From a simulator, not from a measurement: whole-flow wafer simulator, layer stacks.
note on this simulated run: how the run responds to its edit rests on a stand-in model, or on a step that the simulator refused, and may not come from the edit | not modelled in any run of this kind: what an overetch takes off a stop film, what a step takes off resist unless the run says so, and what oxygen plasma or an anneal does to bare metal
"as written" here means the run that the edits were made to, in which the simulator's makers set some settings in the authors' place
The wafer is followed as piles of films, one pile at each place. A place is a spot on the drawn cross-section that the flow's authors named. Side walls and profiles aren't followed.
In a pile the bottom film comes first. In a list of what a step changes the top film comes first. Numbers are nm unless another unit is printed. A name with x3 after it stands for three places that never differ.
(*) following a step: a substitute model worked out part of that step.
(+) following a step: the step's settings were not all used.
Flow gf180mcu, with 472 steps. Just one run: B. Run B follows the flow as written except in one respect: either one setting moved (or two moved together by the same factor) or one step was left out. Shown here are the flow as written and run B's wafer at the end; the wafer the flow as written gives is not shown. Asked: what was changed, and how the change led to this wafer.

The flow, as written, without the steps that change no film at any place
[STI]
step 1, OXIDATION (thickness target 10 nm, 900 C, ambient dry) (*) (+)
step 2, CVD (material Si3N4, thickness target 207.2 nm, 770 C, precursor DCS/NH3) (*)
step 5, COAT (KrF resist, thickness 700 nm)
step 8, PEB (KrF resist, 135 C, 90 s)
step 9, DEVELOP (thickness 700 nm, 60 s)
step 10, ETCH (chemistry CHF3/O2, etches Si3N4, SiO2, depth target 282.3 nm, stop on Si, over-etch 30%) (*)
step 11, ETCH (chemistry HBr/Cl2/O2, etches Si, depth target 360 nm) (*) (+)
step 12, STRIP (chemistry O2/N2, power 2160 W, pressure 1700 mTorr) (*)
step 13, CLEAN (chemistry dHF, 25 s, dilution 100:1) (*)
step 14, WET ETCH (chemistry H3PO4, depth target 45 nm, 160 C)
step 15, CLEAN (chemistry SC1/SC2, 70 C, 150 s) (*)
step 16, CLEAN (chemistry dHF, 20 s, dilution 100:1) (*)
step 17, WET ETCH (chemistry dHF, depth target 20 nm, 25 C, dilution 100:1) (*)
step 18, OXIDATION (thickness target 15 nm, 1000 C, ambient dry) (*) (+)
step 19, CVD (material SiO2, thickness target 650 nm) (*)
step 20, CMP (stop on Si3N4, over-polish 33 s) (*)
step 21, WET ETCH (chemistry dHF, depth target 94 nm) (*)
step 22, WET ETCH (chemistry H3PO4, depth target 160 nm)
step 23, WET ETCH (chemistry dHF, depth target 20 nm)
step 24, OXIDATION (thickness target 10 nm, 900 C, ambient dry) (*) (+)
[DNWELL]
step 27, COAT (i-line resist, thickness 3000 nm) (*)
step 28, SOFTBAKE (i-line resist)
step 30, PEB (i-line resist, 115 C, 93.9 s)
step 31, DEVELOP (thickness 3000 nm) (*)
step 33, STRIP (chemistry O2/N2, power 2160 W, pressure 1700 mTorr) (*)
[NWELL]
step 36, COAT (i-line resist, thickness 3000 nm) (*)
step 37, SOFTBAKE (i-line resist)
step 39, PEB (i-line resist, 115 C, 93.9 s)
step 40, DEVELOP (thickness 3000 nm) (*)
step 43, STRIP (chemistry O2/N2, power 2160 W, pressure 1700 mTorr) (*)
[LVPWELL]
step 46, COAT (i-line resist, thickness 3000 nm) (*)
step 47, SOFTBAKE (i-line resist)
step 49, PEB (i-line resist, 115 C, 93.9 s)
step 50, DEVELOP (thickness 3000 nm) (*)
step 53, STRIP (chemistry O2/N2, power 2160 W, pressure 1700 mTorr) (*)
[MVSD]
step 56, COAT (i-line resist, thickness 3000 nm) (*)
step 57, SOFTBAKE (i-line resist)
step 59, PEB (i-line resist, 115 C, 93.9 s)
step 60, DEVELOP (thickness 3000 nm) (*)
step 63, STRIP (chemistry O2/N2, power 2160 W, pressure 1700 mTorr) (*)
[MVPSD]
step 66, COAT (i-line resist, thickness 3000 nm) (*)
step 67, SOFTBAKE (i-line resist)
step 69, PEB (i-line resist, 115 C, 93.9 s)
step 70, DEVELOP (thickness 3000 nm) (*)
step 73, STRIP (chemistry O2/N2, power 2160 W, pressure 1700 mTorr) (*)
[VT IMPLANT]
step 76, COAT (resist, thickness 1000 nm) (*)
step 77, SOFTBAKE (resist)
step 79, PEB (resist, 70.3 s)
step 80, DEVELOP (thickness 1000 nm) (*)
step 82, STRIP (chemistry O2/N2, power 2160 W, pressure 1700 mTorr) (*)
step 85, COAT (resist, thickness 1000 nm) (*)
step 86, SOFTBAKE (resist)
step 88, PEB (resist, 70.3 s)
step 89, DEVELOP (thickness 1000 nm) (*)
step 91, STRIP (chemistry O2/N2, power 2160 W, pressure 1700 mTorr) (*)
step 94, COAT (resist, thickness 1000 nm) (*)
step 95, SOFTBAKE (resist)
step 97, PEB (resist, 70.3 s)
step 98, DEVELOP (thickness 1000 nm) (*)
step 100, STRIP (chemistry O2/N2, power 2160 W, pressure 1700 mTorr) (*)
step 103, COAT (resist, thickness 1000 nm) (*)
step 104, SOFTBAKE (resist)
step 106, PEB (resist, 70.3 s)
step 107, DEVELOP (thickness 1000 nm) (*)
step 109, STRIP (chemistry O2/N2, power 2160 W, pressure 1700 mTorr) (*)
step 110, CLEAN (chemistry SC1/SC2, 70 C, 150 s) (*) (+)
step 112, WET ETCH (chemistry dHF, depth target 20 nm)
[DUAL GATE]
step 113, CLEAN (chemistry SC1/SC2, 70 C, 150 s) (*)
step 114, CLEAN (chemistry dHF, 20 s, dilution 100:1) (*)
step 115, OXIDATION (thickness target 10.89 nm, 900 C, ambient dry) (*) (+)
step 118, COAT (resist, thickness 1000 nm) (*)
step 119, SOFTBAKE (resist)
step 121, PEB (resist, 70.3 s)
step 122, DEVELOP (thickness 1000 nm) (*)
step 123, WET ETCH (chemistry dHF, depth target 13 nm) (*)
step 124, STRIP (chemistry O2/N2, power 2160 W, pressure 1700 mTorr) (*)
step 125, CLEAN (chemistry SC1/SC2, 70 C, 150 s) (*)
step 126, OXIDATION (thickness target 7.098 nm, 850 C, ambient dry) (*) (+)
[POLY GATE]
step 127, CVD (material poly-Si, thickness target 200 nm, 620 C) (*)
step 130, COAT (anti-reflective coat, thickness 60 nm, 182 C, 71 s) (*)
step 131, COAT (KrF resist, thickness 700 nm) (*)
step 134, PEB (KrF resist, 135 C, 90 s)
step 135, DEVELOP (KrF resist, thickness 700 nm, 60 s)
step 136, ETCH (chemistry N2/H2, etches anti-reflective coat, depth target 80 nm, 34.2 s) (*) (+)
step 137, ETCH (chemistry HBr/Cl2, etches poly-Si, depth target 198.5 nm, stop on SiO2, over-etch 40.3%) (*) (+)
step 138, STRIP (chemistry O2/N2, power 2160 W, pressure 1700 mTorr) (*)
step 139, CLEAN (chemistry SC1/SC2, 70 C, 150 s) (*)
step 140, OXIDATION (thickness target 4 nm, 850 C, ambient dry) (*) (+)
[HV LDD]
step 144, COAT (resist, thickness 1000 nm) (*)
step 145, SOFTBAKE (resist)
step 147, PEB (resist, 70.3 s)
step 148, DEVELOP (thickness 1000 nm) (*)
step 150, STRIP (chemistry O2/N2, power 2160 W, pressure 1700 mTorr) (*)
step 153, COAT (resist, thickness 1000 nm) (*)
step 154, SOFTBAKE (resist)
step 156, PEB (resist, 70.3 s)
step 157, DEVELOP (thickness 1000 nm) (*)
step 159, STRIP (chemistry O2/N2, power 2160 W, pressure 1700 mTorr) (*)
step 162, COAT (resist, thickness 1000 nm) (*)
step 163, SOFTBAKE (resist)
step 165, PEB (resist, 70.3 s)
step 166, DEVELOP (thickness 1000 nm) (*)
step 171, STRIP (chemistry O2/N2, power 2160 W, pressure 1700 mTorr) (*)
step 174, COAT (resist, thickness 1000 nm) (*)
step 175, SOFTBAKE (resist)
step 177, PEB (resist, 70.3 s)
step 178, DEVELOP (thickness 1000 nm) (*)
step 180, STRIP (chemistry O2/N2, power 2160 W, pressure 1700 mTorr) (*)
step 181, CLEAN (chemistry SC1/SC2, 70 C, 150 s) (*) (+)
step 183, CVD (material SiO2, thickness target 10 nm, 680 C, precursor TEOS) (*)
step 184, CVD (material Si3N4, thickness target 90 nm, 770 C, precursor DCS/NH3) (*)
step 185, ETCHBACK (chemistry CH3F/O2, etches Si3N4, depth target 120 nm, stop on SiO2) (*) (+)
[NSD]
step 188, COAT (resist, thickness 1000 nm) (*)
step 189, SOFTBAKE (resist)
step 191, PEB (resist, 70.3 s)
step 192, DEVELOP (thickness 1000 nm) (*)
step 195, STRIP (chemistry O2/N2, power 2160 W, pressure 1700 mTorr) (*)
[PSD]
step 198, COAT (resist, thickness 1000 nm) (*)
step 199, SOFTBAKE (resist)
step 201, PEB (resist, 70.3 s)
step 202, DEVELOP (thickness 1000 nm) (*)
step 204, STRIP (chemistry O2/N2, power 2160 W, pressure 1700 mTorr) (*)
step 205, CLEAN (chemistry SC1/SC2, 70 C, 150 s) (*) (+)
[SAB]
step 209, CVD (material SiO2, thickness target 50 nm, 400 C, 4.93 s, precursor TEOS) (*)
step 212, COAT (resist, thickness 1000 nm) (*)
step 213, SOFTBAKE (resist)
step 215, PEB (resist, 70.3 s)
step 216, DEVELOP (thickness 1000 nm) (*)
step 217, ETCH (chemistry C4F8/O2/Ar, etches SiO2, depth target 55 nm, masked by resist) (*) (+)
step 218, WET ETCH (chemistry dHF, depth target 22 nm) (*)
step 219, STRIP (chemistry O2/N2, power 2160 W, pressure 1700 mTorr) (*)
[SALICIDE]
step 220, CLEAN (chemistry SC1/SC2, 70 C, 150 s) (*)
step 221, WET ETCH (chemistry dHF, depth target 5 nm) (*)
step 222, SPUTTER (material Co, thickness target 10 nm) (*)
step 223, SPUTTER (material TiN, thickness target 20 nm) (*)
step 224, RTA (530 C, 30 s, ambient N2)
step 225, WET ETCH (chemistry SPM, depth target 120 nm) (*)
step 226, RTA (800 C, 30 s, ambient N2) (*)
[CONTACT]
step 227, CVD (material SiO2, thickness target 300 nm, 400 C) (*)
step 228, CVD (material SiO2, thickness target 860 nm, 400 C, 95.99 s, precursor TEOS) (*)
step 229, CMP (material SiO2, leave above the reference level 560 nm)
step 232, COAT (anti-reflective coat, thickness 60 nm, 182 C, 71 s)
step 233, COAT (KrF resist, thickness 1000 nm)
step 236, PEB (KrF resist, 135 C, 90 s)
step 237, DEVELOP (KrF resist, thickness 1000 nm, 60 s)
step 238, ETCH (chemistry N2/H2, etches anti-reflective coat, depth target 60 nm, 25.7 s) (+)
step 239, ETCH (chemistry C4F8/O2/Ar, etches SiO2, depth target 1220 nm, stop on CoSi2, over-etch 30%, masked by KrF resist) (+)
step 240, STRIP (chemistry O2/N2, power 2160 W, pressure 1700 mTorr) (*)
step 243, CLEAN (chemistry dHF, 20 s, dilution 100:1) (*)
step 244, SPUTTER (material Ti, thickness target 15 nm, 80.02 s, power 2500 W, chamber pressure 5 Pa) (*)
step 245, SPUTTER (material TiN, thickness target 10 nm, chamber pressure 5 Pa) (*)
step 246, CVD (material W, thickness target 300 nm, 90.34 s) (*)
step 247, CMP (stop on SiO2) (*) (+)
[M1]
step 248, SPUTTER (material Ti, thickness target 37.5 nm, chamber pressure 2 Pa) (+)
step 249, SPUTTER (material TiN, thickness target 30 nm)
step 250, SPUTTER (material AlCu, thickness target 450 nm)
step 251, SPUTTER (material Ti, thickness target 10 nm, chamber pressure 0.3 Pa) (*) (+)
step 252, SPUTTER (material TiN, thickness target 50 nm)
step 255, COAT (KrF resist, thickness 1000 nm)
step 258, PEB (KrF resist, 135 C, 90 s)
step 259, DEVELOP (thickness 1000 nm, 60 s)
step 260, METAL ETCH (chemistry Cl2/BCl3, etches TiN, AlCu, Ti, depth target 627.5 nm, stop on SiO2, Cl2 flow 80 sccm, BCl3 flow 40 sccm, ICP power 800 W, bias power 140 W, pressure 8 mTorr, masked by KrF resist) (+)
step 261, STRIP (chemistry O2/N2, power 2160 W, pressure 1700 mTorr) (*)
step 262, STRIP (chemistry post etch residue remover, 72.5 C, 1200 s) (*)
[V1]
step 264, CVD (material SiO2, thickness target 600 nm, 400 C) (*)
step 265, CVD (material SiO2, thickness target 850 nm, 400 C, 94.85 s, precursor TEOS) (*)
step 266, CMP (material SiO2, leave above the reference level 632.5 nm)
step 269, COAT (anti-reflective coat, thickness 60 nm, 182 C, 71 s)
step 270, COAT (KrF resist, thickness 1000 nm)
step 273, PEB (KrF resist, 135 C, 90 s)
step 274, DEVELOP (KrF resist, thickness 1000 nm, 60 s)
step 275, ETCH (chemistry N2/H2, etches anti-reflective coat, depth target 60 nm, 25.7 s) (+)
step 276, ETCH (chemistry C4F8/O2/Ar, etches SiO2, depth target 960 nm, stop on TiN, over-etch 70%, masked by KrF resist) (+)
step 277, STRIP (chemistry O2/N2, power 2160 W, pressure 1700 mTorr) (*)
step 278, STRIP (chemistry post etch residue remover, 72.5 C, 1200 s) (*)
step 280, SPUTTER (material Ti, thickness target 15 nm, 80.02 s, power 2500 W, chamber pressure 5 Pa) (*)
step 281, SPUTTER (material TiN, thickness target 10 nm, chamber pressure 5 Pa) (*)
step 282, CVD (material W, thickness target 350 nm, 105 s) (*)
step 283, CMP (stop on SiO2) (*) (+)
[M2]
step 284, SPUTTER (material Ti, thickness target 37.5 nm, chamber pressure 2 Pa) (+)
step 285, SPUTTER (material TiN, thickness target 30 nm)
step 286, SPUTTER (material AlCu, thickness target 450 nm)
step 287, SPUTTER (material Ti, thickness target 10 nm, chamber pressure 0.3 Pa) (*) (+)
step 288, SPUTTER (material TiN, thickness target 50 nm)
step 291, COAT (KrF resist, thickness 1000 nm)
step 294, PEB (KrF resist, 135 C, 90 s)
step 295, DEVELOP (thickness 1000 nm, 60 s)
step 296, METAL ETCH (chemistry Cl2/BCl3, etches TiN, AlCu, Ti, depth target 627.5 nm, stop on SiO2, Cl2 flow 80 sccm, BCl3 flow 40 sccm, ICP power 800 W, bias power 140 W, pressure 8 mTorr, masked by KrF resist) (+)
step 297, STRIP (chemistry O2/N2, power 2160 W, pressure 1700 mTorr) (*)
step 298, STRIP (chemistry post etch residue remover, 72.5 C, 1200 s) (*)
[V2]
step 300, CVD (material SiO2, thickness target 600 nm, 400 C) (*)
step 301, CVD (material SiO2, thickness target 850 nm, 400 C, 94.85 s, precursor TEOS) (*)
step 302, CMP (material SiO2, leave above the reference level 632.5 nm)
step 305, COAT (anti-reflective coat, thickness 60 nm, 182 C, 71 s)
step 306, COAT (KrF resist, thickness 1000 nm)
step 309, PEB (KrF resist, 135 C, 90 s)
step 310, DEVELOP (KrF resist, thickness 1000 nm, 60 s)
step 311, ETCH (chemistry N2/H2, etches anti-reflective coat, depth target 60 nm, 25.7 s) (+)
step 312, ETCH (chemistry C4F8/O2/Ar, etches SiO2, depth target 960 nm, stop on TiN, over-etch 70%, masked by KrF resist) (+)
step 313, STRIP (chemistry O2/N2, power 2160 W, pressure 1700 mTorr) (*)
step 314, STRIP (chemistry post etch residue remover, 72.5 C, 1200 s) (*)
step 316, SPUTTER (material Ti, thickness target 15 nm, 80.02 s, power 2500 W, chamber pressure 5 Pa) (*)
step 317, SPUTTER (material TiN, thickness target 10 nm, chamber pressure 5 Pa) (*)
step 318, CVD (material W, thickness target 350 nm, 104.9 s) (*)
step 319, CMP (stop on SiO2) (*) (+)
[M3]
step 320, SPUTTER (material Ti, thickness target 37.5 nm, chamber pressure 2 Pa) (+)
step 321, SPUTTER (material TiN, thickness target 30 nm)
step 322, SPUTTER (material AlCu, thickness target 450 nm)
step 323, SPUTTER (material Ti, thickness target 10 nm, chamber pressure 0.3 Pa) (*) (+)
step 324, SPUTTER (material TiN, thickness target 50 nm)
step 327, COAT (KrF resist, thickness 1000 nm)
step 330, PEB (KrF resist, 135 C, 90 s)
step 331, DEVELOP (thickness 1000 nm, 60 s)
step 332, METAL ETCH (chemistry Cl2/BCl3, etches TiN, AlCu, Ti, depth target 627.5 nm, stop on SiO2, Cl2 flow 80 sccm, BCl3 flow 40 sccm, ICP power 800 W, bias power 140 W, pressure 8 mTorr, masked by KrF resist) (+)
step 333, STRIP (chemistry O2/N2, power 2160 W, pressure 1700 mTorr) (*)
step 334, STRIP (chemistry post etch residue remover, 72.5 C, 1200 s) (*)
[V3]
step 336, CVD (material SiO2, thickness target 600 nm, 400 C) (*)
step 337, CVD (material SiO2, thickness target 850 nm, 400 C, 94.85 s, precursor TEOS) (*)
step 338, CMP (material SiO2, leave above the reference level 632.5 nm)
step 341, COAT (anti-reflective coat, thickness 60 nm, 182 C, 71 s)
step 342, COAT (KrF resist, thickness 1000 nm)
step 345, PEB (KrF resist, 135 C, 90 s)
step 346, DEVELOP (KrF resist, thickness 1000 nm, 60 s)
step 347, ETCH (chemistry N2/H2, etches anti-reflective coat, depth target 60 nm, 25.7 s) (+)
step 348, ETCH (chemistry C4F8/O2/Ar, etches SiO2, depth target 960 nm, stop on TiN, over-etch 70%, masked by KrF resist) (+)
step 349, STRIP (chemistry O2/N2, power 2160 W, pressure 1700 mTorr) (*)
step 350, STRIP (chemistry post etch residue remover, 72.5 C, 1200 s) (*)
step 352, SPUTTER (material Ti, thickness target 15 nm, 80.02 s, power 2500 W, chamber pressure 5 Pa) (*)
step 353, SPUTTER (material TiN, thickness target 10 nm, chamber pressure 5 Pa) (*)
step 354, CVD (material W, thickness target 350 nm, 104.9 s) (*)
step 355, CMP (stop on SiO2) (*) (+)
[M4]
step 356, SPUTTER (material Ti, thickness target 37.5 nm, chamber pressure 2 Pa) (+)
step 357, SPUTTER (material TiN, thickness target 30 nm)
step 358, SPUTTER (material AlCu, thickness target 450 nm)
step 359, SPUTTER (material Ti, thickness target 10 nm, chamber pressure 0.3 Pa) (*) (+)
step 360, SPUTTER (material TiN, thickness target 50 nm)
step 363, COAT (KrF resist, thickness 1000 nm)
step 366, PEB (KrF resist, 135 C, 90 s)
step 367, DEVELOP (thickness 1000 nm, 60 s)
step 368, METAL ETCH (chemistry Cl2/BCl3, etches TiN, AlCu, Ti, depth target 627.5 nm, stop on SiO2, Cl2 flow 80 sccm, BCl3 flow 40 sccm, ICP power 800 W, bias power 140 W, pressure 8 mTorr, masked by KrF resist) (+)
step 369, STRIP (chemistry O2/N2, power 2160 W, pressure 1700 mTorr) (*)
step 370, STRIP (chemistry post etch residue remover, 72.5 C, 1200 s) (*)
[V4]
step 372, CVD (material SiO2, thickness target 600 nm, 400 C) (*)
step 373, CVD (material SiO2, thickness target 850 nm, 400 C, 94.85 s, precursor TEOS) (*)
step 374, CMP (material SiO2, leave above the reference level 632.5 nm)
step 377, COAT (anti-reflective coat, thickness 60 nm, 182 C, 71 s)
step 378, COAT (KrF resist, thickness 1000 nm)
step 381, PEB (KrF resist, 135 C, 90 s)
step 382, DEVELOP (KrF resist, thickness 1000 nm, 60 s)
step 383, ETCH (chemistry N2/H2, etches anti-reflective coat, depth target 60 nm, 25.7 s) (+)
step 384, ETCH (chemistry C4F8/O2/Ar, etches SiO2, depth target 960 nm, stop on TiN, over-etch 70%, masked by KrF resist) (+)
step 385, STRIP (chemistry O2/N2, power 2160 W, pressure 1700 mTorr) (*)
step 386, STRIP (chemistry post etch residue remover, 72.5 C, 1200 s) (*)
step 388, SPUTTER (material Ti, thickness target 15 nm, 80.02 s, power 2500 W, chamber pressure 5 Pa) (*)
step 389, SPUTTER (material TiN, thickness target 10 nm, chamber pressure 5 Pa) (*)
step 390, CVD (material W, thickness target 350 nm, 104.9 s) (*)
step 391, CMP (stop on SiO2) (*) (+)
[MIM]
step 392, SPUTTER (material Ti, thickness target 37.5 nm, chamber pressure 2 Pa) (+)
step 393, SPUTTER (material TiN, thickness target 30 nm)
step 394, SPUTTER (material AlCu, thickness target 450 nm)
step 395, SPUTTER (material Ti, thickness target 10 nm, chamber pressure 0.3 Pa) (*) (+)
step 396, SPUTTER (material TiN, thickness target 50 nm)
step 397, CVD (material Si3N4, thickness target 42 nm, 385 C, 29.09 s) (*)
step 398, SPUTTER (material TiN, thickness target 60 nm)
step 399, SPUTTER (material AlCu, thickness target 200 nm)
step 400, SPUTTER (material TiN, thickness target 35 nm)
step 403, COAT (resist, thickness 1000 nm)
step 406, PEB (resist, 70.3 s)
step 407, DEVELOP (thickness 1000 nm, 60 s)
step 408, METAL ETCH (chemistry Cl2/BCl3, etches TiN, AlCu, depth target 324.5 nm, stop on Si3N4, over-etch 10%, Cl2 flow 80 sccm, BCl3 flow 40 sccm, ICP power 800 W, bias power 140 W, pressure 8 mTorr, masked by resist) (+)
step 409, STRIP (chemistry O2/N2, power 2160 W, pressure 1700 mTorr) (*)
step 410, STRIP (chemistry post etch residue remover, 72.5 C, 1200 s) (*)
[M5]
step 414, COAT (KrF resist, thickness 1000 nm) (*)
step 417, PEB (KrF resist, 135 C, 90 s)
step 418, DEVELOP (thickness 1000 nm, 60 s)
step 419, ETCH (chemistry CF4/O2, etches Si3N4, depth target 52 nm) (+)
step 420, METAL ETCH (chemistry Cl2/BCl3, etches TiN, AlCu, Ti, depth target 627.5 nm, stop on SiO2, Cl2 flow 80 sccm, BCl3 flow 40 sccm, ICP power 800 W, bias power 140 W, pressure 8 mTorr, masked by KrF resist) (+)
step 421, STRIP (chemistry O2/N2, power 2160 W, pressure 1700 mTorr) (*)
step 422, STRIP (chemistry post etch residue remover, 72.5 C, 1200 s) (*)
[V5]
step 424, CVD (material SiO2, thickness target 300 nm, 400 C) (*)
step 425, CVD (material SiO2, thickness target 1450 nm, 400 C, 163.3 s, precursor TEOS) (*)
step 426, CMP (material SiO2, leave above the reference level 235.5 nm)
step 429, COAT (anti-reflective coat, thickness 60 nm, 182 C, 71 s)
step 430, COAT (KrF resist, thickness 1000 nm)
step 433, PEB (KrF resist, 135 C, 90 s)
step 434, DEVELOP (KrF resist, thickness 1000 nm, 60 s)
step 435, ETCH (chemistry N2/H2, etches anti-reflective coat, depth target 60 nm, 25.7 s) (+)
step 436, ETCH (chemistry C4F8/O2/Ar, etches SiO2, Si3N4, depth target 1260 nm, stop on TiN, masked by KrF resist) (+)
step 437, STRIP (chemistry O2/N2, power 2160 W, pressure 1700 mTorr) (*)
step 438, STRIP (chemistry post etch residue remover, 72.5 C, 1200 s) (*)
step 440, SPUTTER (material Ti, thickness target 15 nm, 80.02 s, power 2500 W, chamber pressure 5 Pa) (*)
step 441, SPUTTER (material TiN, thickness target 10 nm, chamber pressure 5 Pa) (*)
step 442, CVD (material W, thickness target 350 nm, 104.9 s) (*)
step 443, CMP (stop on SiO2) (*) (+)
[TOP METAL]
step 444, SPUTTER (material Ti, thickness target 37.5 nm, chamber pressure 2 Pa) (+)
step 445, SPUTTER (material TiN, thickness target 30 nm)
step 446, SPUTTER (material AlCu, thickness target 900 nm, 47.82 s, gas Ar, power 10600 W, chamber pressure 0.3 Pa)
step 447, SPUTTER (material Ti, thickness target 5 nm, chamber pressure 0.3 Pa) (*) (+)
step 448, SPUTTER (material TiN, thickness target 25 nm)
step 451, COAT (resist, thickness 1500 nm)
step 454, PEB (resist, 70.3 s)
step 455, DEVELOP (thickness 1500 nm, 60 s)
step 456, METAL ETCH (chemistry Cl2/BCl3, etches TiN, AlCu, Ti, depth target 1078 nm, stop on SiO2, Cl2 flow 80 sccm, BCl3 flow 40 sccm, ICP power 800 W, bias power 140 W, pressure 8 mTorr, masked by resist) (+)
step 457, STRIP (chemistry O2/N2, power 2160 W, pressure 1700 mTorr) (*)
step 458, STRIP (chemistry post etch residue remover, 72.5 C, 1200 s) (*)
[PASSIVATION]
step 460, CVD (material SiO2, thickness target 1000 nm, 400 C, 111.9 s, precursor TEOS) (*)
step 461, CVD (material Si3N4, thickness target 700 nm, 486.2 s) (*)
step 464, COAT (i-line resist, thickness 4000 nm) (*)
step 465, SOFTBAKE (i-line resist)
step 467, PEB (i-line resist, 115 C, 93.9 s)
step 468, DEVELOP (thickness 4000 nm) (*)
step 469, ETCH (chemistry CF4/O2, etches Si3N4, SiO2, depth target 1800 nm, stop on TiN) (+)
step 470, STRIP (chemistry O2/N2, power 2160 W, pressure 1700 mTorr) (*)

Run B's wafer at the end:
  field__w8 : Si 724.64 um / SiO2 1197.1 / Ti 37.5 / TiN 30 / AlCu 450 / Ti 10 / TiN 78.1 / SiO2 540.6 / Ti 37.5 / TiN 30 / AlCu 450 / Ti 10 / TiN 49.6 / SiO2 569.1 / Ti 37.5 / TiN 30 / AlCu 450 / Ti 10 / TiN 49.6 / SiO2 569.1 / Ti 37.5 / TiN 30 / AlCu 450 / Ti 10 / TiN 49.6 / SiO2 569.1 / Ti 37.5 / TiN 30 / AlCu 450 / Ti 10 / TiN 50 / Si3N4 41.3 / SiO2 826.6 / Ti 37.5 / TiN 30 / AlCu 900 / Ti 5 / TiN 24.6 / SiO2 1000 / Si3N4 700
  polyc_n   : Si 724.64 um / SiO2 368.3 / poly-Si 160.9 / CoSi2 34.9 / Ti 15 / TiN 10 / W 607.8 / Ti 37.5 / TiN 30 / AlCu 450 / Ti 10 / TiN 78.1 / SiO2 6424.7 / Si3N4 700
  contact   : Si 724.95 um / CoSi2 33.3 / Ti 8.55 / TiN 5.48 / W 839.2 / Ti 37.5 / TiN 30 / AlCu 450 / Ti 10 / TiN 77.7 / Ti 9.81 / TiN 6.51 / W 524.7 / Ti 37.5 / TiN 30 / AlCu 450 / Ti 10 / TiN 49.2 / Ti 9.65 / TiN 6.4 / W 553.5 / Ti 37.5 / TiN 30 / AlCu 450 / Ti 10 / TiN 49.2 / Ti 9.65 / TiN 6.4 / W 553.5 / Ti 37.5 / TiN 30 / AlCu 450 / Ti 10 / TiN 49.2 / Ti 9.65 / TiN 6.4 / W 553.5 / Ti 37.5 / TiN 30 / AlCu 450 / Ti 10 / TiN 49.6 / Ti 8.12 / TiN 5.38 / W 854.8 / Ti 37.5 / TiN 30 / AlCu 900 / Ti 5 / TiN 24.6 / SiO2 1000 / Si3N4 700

Cause: step 252, SPUTTER: thickness target 78.5 nm was run, though the flow has thickness target 50 nm.

How this came from the change, step by step:
  step 252, SPUTTER (material TiN, thickness target 50 nm)
      field, field__w1, field__w2 and 108 more: TiN gains 78.5 (new film) (in the flow as written it would be: TiN gains 50 (new film))
  step 260, METAL ETCH (chemistry Cl2/BCl3, etches TiN, AlCu, Ti, depth target 627.5 nm, stop on SiO2, Cl2 flow 80 sccm, BCl3 flow 40 sccm, ICP power 800 W, bias power 140 W, pressure 8 mTorr, masked by KrF resist) (+)
      field, field__w1, field__w2 and 99 more: TiN loses 78.5 (all of it), Ti loses 10 (all of it), AlCu loses 450 (all of it), TiN loses 30 (all of it), Ti loses 37.5 (all of it) (in the flow as written it would be: TiN loses 50 (all of it), Ti loses 10 (all of it), AlCu loses 450 (all of it), TiN loses 30 (all of it), Ti loses 37.5 (all of it))
  step 266, CMP (material SiO2, leave above the reference level 632.5 nm)
      field__w8, contact, m1 and 6 more: SiO2 loses 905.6 (in the flow as written it would be: SiO2 loses 877.1)
  step 276, ETCH (chemistry C4F8/O2/Ar, etches SiO2, depth target 960 nm, stop on TiN, over-etch 70%, masked by KrF resist) (+)
      field, field__w1, field__w2 and 107 more: KrF resist loses 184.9 (in the flow as written it would be: KrF resist loses 192)
      contact: SiO2 loses 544 (all of it) (in the flow as written it would be: SiO2 loses 572.5 (all of it))
  step 282, CVD (material W, thickness target 350 nm, 105 s) (*)
      contact: W gains 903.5 (new film) (in the flow as written it would be: W gains 932.3 (new film))
